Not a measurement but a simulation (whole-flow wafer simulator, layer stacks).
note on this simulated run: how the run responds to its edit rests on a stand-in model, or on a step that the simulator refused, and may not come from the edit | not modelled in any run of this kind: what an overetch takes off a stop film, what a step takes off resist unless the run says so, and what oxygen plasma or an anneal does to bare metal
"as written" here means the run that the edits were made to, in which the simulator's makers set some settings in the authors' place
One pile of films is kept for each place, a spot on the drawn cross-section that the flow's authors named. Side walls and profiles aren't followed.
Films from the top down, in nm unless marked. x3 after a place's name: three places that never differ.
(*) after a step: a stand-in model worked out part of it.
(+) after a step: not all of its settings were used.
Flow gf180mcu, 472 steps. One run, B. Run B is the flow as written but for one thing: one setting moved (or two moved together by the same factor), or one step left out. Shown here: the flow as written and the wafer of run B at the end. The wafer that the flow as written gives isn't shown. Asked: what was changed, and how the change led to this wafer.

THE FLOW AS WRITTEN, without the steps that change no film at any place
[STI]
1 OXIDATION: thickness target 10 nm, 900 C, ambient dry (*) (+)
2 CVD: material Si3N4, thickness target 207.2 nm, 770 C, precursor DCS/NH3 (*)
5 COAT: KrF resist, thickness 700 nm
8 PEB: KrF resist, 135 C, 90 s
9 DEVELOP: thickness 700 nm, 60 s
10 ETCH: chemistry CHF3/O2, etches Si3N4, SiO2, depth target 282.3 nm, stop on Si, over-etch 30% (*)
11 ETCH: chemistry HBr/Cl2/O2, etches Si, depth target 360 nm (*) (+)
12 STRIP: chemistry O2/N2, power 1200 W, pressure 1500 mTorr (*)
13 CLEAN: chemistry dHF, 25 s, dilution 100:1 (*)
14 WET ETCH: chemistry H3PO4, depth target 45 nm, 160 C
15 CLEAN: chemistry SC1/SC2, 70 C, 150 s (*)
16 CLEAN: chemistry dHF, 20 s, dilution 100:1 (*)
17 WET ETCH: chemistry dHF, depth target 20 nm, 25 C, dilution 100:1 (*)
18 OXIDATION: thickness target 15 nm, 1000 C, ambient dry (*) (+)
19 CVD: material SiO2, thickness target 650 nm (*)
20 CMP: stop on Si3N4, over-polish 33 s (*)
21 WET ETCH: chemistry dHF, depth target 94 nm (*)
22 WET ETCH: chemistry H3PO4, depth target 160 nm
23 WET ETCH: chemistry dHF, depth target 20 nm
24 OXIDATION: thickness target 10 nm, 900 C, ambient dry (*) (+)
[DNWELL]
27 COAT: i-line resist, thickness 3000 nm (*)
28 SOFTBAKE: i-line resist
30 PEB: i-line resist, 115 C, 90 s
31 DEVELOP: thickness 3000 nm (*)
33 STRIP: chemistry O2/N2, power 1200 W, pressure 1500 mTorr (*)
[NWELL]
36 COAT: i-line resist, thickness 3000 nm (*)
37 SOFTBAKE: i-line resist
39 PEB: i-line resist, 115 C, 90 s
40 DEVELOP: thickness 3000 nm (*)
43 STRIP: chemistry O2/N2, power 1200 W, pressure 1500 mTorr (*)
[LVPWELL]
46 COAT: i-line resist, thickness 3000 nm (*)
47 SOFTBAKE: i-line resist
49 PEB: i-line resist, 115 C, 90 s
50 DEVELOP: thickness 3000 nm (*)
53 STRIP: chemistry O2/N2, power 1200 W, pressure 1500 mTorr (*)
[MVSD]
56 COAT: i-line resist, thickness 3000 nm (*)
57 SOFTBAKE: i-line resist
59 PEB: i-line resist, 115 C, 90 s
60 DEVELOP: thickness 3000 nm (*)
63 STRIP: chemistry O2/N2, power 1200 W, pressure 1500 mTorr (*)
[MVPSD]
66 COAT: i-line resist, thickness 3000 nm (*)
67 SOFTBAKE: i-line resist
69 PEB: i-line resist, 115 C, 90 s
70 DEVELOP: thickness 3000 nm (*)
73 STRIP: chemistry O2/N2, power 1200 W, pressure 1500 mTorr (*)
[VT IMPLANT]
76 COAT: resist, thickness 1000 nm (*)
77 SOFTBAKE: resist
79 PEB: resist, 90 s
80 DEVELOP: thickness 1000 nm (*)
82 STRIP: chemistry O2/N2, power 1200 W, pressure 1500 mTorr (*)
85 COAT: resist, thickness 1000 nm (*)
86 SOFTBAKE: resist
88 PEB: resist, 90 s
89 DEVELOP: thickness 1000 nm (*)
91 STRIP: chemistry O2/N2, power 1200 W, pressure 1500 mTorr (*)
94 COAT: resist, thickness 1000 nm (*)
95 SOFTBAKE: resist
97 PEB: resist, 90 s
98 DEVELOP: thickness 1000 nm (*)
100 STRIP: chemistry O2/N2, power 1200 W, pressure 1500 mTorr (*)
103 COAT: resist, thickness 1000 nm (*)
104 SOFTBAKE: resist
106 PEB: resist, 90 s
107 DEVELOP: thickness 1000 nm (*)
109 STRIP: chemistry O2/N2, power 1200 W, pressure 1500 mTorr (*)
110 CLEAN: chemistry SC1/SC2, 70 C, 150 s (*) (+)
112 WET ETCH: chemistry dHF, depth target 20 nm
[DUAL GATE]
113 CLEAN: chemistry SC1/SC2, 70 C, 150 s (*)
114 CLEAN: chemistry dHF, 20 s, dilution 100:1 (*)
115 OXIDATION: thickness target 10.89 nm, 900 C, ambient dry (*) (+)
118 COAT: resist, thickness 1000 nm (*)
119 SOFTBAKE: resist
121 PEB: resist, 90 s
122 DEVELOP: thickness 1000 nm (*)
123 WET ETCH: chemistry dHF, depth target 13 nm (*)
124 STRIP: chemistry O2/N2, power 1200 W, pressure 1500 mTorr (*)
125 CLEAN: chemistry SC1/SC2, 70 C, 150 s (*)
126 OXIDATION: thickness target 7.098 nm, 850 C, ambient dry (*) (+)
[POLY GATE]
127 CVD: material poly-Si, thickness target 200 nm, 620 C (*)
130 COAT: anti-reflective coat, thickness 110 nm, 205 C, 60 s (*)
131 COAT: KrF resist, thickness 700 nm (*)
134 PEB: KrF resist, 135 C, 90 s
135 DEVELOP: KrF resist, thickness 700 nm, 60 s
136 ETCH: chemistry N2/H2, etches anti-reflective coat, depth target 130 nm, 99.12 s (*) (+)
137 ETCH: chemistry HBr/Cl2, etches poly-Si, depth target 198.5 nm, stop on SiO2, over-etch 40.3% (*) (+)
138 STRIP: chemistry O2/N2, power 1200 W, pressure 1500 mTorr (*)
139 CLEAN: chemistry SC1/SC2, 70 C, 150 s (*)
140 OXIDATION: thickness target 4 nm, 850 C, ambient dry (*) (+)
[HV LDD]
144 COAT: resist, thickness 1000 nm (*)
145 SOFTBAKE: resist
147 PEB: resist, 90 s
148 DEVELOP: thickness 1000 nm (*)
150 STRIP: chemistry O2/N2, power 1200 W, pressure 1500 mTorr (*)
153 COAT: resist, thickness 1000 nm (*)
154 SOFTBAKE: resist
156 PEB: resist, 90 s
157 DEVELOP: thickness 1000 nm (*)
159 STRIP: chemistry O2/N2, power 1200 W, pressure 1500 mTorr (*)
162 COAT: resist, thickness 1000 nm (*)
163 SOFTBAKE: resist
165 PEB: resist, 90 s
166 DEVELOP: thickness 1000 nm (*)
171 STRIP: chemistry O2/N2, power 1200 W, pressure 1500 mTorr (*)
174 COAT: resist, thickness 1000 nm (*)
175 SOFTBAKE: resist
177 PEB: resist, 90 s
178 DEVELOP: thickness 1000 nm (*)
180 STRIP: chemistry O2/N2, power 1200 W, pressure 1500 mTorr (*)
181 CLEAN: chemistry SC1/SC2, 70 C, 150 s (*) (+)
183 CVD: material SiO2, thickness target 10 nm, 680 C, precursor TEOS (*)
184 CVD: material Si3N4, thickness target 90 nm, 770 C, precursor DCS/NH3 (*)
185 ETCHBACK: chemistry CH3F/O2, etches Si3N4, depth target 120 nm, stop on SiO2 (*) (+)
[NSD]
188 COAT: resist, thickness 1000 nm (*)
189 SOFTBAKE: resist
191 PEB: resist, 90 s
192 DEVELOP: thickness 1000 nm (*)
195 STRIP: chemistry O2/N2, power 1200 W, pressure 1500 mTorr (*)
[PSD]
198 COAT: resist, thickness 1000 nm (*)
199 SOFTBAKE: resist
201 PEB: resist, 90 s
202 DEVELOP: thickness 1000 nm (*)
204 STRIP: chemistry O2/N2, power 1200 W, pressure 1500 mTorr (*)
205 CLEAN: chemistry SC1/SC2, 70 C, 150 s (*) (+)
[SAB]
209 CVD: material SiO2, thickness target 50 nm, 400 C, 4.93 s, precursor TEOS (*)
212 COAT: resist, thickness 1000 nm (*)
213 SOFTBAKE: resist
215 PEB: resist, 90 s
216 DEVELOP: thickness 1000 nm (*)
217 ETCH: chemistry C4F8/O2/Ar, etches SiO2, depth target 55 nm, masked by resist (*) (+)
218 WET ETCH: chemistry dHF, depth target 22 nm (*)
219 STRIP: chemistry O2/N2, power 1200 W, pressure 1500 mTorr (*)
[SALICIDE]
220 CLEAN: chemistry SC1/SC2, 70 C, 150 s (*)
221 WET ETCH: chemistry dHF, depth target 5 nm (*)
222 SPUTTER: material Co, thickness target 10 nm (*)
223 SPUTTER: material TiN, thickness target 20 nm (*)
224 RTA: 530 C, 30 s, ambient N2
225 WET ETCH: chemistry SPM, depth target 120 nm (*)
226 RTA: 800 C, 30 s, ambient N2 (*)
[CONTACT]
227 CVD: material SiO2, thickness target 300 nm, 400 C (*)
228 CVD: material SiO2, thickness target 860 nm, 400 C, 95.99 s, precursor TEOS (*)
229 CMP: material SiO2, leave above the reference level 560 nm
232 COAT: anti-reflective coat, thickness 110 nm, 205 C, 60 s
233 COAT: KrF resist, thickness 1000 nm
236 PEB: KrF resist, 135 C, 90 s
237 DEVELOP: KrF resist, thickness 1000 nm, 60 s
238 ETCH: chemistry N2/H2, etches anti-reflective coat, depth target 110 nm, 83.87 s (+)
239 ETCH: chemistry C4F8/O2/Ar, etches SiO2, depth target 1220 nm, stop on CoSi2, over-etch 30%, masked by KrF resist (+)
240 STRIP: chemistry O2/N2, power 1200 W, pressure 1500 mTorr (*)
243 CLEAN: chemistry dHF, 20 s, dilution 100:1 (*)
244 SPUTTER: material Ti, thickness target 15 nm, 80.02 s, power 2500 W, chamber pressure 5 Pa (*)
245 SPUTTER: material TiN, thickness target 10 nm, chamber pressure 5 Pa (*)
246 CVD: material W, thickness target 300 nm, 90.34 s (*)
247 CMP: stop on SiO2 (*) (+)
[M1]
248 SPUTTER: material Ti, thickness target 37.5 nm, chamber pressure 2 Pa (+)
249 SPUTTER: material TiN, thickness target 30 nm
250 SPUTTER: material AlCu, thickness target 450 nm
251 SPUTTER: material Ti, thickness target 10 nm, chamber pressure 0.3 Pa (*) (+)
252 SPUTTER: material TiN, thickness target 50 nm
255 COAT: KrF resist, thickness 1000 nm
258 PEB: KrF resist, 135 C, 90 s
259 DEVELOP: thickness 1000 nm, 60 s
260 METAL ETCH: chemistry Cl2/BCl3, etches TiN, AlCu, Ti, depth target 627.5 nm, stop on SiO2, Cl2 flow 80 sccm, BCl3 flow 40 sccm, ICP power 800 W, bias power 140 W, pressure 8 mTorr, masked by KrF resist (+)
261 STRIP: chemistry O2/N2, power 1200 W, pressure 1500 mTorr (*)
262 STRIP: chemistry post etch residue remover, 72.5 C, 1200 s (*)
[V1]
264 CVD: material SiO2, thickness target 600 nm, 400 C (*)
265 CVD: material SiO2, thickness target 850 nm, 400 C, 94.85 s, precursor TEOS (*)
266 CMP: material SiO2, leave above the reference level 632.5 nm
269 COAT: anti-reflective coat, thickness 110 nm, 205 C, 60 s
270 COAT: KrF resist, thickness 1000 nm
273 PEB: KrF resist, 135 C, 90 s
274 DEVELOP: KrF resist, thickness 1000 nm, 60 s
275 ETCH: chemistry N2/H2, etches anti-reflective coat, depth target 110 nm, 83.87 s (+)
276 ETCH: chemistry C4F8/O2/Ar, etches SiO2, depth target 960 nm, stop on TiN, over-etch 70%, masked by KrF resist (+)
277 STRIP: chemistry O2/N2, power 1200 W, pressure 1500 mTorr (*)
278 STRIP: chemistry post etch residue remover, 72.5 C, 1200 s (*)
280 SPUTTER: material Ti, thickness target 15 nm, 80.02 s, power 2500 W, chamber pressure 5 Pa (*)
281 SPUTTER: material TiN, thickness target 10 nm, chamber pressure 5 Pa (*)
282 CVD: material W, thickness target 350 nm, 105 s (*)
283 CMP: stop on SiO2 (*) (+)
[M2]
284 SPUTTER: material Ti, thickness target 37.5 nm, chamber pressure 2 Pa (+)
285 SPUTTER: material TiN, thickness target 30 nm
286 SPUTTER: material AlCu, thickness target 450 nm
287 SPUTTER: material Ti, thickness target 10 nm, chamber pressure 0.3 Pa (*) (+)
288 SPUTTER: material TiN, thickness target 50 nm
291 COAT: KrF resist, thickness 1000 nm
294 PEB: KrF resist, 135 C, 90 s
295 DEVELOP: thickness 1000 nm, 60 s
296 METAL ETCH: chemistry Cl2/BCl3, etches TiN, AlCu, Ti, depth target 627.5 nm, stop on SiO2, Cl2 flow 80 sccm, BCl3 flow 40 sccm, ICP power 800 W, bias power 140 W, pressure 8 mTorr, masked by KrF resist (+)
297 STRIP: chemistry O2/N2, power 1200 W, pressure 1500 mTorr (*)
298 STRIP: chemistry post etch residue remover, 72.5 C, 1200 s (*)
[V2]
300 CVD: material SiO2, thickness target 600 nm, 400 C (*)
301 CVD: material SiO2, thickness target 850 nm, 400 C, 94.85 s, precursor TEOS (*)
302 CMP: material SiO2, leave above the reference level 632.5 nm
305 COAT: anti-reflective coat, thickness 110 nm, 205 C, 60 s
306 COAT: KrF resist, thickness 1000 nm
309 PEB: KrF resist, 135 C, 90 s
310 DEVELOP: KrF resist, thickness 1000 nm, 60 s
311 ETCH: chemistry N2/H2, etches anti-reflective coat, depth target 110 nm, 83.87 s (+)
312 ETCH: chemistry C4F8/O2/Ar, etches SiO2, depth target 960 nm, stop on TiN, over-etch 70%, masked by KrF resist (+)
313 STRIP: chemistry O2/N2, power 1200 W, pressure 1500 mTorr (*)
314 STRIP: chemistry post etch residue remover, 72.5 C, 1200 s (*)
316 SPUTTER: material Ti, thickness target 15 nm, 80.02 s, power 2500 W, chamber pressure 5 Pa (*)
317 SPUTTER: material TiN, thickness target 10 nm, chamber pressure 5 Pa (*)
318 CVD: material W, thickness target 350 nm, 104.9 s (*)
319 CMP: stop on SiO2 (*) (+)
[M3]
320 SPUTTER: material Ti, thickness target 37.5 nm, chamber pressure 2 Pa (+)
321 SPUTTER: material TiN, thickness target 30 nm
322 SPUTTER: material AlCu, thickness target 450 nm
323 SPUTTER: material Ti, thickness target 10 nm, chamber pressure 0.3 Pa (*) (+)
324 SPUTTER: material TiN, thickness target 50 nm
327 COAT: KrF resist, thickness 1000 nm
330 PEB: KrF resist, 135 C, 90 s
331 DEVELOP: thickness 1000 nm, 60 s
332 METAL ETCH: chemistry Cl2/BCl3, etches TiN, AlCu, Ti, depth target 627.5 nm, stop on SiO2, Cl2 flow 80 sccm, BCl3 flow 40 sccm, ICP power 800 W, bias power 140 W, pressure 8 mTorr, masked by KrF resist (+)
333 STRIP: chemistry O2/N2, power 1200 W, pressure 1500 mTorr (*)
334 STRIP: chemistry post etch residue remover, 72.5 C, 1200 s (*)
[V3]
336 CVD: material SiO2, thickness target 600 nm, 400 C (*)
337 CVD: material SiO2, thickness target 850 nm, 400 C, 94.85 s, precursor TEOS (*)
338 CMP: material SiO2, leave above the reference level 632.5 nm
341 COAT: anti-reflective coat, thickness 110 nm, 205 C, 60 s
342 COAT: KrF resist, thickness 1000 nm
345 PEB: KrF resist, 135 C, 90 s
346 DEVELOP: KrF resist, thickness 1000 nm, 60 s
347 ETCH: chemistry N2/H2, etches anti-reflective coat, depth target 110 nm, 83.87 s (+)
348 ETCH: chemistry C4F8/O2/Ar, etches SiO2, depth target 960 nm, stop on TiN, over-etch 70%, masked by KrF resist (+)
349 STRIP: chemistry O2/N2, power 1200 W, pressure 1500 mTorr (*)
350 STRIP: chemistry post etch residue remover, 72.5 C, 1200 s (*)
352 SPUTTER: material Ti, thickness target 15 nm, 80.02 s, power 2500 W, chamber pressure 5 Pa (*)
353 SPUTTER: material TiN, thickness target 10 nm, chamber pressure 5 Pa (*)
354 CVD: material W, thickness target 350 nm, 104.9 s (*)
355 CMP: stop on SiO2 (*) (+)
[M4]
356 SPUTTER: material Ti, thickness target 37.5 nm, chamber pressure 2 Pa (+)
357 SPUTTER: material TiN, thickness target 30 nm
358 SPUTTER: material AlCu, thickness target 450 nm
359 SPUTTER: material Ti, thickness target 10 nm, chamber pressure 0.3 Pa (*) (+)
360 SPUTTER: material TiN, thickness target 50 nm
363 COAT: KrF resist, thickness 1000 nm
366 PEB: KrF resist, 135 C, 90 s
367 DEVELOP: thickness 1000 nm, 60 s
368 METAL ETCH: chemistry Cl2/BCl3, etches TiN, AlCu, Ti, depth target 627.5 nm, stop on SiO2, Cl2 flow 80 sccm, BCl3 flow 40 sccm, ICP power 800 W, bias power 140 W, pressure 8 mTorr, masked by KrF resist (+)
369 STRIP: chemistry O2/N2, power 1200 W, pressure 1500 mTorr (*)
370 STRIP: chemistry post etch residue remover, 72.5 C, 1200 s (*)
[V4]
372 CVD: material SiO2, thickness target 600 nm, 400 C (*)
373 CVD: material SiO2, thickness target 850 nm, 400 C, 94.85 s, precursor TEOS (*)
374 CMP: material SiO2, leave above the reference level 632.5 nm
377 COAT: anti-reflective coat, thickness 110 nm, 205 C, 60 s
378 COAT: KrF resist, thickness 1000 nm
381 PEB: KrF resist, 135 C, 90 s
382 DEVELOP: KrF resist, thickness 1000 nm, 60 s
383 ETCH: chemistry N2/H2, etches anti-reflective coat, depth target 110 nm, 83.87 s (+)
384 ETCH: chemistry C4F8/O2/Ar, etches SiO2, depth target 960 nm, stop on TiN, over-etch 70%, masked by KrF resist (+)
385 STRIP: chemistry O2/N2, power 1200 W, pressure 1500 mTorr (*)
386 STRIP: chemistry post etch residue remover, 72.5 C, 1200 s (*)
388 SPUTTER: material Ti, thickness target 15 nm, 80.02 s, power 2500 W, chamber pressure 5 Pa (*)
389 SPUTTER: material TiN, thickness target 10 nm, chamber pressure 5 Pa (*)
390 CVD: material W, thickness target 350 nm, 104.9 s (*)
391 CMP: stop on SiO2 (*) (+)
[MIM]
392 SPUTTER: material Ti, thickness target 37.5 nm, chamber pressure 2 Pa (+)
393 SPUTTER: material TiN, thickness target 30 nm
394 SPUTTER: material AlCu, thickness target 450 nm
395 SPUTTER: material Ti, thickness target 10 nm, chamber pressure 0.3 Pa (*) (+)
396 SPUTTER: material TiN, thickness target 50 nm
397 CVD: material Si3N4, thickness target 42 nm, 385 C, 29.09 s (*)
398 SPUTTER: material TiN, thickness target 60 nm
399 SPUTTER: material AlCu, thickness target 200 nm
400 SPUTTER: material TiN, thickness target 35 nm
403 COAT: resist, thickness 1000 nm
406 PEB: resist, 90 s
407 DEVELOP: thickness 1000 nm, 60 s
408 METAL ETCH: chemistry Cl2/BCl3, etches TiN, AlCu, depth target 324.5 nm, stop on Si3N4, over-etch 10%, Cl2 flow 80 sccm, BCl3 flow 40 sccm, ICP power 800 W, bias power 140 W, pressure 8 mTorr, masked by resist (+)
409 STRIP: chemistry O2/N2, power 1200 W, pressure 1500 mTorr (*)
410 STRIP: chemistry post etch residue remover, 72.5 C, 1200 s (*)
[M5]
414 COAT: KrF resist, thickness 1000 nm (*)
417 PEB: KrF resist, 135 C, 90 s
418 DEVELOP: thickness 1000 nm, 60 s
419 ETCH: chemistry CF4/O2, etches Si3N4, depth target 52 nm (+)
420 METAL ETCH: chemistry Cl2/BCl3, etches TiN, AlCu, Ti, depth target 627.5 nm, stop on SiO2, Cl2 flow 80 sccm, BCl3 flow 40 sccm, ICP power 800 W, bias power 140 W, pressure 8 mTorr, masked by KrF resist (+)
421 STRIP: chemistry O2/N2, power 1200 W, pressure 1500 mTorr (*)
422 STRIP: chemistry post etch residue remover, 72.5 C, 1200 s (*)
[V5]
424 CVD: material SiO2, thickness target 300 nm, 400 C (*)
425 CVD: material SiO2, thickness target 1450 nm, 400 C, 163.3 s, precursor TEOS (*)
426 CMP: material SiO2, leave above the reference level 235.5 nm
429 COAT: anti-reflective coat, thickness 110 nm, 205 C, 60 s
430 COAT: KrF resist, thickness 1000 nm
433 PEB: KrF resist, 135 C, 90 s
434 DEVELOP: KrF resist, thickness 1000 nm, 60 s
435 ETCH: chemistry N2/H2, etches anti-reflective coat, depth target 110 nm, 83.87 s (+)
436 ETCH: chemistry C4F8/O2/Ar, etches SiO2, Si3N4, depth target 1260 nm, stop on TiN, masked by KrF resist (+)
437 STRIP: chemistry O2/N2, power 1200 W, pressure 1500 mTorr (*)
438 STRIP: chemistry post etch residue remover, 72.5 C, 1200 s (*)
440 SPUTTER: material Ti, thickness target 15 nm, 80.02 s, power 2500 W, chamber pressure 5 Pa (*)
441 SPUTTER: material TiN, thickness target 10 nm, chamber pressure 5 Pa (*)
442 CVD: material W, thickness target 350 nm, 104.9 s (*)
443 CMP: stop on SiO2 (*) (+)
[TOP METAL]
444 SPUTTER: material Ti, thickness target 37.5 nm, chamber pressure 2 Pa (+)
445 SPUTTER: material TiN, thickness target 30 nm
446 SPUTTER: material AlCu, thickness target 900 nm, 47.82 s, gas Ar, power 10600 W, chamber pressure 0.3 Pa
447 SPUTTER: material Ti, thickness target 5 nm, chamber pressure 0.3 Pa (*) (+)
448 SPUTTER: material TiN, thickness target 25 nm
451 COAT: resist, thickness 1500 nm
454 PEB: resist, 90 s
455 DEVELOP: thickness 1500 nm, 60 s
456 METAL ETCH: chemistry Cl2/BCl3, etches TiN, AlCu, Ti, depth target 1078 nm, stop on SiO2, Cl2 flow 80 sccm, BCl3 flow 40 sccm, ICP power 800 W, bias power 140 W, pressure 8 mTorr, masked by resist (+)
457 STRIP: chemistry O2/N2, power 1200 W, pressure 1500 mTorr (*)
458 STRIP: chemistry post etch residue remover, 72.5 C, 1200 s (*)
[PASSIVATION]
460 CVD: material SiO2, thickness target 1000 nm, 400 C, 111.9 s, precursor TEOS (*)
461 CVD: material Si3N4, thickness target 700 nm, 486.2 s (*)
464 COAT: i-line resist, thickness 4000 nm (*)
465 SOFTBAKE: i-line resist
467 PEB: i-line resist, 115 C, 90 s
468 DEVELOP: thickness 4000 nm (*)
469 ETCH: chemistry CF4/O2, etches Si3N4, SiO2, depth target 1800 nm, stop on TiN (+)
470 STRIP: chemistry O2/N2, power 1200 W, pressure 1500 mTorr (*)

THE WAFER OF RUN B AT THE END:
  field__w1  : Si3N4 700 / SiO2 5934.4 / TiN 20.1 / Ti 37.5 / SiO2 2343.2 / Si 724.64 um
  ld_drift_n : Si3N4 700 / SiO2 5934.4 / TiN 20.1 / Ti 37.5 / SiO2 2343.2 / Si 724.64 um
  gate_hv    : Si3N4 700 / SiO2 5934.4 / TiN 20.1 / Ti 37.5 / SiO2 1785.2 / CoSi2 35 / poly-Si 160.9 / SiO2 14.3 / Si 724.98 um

The cause: step 286, SPUTTER: thickness target 558 nm was run, where the flow has thickness target 450 nm.

How the change led to this, step by step:
  286 SPUTTER: material AlCu, thickness target 450 nm
      field, field__w1, field__w2 and 108 more: AlCu +558 (new film) (as written it would be: AlCu +450 (new film))
  296 METAL ETCH: chemistry Cl2/BCl3, etches TiN, AlCu, Ti, depth target 627.5 nm, stop on SiO2, Cl2 flow 80 sccm, BCl3 flow 40 sccm, ICP power 800 W, bias power 140 W, pressure 8 mTorr, masked by KrF resist (+)
      field, field__w1, field__w2 and 103 more: TiN -50 (all of it), Ti -10 (all of it), AlCu -558 (all of it), TiN -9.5 (as written it would be: TiN -50 (all of it), Ti -10 (all of it), AlCu -450 (all of it), TiN -30 (all of it), Ti -37.5 (all of it))
  300 CVD: material SiO2, thickness target 600 nm, 400 C (*)
      field, field__w1, field__w2 and 103 more: SiO2 +600 (new film) (as written it would be: SiO2 +600)
  302 CMP: material SiO2, leave above the reference level 632.5 nm
      field, field__w1, field__w2 and 103 more: SiO2 -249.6 (as written it would be: SiO2 -300)
Counting metal films that touch as one body, field__w1 has 1 body; the flow as written gives 0 bodies.
Counting metal films that touch as one body, ld_drift_n has 1 body; the flow as written gives 0 bodies.
Counting metal films that touch as one body, gate_hv has 2 bodies (between them, from the top down: SiO2 1785.2); the flow as written gives 1 body.
